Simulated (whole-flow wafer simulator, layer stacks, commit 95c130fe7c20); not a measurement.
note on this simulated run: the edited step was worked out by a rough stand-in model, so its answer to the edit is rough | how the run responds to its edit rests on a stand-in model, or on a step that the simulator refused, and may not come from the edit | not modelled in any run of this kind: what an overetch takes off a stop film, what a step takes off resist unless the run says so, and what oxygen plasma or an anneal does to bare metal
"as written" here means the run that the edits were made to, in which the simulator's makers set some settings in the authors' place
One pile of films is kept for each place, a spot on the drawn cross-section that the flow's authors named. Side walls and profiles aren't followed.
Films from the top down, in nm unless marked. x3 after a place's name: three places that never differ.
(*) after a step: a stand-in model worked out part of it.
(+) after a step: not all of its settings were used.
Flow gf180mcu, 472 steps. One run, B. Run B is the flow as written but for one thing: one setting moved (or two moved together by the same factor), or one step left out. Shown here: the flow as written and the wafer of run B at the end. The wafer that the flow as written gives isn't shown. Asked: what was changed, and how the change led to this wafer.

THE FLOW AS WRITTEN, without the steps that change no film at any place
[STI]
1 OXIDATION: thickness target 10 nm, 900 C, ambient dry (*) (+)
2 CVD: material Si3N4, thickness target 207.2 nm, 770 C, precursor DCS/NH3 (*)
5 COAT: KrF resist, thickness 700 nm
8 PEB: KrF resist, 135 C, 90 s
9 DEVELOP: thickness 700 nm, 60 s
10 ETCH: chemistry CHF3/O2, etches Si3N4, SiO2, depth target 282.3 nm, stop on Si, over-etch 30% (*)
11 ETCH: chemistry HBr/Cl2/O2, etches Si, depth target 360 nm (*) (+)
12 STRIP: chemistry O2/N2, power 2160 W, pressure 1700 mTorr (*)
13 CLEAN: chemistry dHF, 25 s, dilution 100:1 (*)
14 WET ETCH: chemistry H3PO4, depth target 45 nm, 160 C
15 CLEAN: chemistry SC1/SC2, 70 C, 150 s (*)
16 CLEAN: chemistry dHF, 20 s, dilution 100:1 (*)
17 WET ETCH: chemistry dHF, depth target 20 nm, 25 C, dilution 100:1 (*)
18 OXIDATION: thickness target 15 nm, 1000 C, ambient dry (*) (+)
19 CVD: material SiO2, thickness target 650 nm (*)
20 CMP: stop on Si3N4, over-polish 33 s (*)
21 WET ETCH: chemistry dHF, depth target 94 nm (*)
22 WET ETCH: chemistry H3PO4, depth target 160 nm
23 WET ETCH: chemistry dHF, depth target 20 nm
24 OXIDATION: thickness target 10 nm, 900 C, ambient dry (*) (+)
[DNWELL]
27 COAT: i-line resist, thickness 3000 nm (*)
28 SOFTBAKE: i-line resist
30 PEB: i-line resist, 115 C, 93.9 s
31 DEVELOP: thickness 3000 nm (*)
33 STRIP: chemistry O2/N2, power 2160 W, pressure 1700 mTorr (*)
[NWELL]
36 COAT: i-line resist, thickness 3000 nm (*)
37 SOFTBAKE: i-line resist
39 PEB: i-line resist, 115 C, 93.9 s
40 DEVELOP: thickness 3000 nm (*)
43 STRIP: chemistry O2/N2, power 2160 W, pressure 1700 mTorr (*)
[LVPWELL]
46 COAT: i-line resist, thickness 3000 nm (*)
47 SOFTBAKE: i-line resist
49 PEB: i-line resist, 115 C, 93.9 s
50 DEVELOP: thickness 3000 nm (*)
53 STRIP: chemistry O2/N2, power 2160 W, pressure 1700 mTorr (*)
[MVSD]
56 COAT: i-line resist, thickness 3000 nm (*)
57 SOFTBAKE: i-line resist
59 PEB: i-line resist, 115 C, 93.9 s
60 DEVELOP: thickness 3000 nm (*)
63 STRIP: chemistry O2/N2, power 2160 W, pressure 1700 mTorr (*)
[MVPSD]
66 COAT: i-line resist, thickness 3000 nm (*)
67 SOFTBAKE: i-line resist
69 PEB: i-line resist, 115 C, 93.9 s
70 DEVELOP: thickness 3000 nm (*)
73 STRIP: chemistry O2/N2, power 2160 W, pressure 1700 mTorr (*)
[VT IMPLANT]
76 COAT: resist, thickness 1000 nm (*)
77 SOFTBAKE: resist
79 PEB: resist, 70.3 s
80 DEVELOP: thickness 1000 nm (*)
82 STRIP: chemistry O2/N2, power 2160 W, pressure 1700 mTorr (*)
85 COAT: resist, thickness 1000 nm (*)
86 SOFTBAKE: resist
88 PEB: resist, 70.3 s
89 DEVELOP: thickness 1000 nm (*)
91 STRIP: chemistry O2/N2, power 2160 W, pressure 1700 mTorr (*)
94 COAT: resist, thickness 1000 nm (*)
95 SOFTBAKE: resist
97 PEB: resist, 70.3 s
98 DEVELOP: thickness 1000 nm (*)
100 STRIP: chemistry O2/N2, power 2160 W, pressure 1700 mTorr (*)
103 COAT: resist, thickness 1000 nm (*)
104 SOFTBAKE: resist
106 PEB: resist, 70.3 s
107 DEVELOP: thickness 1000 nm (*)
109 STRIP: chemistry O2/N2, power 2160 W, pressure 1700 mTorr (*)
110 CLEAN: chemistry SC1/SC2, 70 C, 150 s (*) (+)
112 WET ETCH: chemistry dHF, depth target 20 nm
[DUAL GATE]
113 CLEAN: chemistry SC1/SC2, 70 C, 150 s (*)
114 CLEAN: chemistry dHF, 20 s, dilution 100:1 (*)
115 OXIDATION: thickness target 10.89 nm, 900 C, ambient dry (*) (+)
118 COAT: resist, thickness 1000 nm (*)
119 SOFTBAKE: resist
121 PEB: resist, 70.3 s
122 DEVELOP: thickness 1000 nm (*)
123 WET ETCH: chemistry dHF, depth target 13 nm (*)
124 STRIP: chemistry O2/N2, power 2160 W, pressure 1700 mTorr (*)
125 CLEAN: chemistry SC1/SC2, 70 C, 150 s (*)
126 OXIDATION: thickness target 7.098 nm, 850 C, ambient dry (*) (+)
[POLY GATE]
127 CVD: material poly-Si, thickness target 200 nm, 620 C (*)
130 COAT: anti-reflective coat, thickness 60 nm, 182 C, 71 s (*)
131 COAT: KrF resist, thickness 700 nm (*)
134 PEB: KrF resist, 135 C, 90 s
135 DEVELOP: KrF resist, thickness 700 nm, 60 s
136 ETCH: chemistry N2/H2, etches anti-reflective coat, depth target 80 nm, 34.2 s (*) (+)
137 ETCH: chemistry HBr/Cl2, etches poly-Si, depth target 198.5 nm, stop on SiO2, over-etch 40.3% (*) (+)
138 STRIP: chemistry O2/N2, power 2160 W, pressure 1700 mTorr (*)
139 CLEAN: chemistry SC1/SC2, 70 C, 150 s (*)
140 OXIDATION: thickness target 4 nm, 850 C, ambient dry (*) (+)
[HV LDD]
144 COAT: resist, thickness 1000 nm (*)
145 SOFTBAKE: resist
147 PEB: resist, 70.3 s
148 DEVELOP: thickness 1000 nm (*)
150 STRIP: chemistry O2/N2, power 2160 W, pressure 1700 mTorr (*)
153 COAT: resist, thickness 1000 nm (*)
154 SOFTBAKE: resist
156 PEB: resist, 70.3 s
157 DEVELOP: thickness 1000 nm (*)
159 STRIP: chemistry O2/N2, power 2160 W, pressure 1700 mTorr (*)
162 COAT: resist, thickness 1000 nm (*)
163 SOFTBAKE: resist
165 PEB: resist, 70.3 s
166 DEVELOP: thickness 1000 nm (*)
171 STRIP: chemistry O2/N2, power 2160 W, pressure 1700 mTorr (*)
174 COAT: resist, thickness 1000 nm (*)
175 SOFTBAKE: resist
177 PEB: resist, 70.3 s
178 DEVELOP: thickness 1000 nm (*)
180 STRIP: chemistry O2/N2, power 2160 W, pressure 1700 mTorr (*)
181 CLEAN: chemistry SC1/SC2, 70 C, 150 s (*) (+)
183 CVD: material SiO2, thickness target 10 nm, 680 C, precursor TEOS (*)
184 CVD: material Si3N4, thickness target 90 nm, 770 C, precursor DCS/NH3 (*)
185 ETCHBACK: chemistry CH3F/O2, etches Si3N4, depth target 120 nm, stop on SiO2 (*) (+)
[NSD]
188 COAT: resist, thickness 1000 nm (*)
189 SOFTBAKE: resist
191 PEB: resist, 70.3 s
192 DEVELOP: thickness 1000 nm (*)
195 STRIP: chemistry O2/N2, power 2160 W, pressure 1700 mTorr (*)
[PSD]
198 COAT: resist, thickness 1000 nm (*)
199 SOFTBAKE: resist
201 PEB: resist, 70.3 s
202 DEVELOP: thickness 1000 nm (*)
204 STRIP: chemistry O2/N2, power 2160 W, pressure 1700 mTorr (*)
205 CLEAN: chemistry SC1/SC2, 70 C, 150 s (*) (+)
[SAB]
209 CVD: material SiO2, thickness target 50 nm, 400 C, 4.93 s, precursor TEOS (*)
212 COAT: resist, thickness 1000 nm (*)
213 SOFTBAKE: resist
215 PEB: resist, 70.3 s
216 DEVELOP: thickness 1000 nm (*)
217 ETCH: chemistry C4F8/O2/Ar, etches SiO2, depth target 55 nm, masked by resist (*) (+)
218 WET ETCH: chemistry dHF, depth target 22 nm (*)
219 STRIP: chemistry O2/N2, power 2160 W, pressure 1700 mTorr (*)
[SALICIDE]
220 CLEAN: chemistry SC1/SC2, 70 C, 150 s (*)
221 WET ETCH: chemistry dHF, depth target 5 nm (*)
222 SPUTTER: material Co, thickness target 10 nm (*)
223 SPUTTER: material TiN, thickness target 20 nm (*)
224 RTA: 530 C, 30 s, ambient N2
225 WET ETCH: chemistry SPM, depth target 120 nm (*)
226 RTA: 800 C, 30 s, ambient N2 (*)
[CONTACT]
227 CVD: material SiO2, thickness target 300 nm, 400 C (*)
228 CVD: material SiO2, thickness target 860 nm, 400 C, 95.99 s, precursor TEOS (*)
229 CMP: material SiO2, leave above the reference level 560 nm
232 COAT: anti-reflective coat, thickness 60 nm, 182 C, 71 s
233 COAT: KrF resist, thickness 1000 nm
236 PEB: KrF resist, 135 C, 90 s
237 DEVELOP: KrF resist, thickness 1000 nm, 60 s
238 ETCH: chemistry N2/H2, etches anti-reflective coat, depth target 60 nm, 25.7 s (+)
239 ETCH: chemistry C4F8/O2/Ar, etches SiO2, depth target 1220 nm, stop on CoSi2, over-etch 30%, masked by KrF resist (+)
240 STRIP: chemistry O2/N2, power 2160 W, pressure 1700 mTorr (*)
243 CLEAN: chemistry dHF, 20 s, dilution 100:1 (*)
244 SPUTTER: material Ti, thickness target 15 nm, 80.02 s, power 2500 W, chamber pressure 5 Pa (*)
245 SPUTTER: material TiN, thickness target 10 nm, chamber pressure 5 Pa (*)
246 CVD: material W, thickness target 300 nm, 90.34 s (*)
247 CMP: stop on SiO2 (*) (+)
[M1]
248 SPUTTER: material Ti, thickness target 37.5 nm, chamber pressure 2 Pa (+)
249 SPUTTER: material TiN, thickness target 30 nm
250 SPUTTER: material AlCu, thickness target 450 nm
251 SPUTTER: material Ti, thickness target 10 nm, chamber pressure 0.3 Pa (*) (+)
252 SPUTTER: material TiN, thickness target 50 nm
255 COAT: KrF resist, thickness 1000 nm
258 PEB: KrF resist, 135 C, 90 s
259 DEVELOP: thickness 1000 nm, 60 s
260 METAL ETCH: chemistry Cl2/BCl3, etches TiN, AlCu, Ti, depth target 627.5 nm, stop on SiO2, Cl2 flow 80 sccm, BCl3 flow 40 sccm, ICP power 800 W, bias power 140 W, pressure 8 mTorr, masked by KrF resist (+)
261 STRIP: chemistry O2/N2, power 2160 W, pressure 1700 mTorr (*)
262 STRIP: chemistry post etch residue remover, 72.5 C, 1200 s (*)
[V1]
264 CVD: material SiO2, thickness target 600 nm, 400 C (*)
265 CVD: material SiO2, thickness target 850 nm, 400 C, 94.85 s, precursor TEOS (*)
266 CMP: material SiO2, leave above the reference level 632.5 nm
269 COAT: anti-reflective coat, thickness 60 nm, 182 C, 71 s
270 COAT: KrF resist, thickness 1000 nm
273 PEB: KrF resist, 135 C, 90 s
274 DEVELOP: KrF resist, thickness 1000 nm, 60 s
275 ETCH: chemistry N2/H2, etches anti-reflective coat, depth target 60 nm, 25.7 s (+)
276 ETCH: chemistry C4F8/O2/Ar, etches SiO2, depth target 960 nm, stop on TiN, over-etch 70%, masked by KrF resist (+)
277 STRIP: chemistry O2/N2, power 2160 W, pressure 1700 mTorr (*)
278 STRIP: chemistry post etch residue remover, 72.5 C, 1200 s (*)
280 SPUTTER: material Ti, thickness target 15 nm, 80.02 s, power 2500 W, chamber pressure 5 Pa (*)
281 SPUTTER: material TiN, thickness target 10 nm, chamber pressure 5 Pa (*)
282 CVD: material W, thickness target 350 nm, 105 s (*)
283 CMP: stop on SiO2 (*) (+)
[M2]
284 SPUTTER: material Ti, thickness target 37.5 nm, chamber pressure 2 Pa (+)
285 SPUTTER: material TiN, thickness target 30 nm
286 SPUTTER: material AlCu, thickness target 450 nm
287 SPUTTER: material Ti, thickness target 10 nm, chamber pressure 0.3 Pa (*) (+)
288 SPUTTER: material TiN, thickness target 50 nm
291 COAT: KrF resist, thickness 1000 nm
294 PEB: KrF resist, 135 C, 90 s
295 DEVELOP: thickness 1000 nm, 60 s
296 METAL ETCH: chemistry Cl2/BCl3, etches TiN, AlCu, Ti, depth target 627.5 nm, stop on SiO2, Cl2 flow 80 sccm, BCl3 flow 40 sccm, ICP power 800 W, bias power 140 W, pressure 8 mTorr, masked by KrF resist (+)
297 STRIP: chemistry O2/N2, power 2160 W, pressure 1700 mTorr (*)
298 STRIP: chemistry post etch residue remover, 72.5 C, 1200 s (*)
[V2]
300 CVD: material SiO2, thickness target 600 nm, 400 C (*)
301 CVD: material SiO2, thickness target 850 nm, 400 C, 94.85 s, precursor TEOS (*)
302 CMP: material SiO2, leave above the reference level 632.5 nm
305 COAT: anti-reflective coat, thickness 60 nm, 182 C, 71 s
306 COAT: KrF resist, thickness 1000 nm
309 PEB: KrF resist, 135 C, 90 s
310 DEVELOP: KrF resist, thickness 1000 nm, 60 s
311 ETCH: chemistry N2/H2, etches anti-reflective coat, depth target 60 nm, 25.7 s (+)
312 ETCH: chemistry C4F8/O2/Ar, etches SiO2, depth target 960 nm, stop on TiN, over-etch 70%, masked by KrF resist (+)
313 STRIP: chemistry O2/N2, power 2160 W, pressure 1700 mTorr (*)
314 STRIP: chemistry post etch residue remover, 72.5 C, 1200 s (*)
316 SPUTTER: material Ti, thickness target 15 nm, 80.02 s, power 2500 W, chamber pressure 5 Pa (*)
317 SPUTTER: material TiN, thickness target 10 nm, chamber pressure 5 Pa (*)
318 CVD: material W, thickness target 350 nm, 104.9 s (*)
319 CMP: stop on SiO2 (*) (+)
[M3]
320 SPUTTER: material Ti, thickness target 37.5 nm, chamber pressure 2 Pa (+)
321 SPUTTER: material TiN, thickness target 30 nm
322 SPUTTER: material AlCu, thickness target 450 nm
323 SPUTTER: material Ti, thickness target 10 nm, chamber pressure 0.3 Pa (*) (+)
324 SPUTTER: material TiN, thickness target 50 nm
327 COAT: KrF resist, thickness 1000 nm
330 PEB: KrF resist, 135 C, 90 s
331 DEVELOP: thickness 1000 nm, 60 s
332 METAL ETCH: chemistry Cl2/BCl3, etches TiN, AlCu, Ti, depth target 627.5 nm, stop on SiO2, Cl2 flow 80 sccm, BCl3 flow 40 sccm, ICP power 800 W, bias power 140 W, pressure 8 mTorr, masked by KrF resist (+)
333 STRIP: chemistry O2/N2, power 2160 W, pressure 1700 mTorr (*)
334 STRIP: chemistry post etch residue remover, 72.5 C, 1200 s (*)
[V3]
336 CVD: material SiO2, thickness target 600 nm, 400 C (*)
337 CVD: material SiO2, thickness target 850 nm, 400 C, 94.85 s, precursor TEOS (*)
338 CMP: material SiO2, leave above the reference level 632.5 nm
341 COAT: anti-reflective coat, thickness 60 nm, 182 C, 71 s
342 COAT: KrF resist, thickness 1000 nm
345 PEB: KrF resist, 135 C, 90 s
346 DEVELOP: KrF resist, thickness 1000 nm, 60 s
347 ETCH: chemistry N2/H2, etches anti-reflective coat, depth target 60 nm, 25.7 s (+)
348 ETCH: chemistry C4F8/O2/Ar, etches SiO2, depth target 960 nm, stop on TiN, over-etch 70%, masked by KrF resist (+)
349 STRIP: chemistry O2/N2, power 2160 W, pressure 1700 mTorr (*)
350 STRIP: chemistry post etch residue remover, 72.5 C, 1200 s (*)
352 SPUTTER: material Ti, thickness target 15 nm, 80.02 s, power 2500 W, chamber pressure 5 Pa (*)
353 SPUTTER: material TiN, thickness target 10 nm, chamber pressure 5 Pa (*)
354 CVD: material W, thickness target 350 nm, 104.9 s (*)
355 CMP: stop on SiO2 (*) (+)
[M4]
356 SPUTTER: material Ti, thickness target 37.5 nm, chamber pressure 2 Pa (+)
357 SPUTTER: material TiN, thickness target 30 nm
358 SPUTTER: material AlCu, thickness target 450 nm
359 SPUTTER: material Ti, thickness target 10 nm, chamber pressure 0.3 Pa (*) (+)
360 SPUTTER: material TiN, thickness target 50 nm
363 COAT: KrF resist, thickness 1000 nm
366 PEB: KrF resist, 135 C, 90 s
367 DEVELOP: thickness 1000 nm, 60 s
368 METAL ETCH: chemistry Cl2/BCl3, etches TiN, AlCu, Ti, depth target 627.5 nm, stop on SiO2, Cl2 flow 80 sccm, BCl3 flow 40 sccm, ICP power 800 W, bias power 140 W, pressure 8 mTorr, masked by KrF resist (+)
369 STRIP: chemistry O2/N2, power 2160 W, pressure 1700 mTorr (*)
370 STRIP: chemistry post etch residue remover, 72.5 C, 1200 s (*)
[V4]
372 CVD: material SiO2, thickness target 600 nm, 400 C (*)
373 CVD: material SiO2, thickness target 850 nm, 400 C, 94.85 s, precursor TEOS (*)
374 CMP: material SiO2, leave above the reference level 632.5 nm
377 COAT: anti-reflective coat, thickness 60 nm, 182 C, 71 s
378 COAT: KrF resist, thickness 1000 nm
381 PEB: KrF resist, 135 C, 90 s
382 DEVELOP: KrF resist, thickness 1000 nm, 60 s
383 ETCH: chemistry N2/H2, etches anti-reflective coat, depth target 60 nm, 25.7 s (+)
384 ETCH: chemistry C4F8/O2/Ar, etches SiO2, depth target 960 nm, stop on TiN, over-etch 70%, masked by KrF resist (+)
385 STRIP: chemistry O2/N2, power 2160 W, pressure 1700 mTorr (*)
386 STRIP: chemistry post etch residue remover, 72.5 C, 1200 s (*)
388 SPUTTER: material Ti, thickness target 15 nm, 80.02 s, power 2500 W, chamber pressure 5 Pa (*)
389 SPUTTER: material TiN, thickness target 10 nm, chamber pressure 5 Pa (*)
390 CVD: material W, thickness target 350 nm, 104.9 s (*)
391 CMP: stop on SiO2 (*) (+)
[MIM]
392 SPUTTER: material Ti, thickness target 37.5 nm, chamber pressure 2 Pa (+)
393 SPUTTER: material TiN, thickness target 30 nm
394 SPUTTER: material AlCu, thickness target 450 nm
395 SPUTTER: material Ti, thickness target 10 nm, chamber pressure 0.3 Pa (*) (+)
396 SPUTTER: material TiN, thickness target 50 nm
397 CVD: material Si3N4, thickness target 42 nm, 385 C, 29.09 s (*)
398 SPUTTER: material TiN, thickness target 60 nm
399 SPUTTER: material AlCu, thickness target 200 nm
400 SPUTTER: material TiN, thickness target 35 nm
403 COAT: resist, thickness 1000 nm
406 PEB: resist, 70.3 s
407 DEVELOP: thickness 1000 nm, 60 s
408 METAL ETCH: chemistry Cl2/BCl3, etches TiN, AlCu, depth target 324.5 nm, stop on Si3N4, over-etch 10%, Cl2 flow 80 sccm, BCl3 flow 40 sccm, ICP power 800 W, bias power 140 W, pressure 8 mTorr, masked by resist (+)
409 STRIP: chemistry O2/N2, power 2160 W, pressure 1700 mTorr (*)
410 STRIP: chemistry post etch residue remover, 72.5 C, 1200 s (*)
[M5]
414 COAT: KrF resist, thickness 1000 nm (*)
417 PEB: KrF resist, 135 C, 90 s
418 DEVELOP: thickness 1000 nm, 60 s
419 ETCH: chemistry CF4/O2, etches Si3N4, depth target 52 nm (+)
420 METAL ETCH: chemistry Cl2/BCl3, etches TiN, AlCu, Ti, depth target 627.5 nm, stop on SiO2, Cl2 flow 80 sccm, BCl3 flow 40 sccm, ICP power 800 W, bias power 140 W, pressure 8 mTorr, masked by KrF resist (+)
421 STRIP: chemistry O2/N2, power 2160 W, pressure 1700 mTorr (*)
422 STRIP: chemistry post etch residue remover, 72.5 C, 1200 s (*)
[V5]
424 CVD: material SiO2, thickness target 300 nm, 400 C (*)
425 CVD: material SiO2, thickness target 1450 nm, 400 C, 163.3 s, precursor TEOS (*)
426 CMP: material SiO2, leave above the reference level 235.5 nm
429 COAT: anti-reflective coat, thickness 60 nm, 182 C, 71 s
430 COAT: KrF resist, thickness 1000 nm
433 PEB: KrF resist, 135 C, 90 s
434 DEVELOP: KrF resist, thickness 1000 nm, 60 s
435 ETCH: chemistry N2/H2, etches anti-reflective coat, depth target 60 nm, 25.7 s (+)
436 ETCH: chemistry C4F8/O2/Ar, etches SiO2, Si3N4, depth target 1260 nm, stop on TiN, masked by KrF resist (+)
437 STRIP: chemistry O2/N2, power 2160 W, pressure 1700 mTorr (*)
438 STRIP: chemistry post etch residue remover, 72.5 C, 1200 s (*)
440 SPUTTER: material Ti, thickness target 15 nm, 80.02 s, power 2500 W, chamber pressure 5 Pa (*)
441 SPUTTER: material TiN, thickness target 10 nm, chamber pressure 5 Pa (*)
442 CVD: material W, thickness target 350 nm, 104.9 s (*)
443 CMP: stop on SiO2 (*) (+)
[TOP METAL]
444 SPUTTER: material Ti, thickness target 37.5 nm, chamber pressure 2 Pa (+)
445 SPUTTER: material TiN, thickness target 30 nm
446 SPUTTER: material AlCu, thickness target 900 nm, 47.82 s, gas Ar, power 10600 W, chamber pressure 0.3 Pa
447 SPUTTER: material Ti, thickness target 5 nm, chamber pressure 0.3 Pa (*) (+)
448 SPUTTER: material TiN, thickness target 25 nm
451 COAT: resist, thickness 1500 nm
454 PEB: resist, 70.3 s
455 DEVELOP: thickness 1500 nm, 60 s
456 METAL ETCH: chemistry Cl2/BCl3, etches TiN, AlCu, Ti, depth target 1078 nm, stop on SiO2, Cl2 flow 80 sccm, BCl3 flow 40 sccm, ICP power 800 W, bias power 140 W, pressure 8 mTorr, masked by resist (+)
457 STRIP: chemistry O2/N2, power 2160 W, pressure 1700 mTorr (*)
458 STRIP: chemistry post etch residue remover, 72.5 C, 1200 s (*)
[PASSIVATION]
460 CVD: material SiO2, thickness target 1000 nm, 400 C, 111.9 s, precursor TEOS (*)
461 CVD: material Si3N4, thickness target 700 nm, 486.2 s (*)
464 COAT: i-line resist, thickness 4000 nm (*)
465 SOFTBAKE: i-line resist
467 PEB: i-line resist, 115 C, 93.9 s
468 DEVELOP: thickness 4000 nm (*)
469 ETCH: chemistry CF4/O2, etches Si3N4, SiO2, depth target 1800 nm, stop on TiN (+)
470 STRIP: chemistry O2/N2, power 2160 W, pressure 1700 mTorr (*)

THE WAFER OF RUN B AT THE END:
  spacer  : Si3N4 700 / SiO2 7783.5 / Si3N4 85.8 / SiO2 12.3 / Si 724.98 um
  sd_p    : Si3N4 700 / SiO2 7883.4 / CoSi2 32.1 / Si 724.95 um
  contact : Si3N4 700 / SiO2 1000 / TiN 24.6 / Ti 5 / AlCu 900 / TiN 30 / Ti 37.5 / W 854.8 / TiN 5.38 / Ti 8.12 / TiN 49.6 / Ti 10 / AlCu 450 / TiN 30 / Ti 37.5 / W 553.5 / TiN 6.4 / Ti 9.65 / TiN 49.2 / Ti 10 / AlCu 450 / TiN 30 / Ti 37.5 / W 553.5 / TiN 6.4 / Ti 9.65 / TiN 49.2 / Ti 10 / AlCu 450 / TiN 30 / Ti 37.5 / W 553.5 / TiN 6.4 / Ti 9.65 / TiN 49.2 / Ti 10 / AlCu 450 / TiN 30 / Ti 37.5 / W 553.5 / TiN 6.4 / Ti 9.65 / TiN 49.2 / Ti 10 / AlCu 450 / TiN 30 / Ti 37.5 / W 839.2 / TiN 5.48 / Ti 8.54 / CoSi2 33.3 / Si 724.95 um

The cause: step 183, CVD: thickness target 5.1 nm was run, where the flow has thickness target 10 nm.

How the change led to this, step by step:
  183 CVD: material SiO2, thickness target 10 nm, 680 C, precursor TEOS (*)
      field, field__w1, field__w2 and 99 more: SiO2 +5.1 (as written it would be: SiO2 +10)
      ld_drift_p: SiO2 +5.03 (as written it would be: SiO2 +9.87)
      (and at 1 more place)
  189 SOFTBAKE: resist
      field: resist -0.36 (as written it would be: resist +3.56)
      active_hv: resist -0.53 (as written it would be: resist +2.68)
      (and at 1 more place)
  199 SOFTBAKE: resist
      field: resist -0.36 (as written it would be: resist +3.56)
      active_hv: resist -0.53 (as written it would be: resist +2.68)
      (and at 1 more place)
  218 WET ETCH: chemistry dHF, depth target 22 nm (*)
      gate, gate_hv, gate_p and 23 more: SiO2 -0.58 (all of it) (as written it would be: SiO2 -5.48 (all of it))
      active, p_well, sd_n, iso_ptap_pw, iso_ntap_nw, iso_ptap_sub, vpnp_e: SiO2 -4.11 (all of it) (as written it would be: SiO2 -9.01 (all of it))
      (and at 16 more places)
  229 CMP: material SiO2, leave above the reference level 560 nm
      field__w2: SiO2 -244 (as written it would be: SiO2 -250)
      field__w3: SiO2 -226.3 (as written it would be: SiO2 -232.3)
      (and at 5 more places)
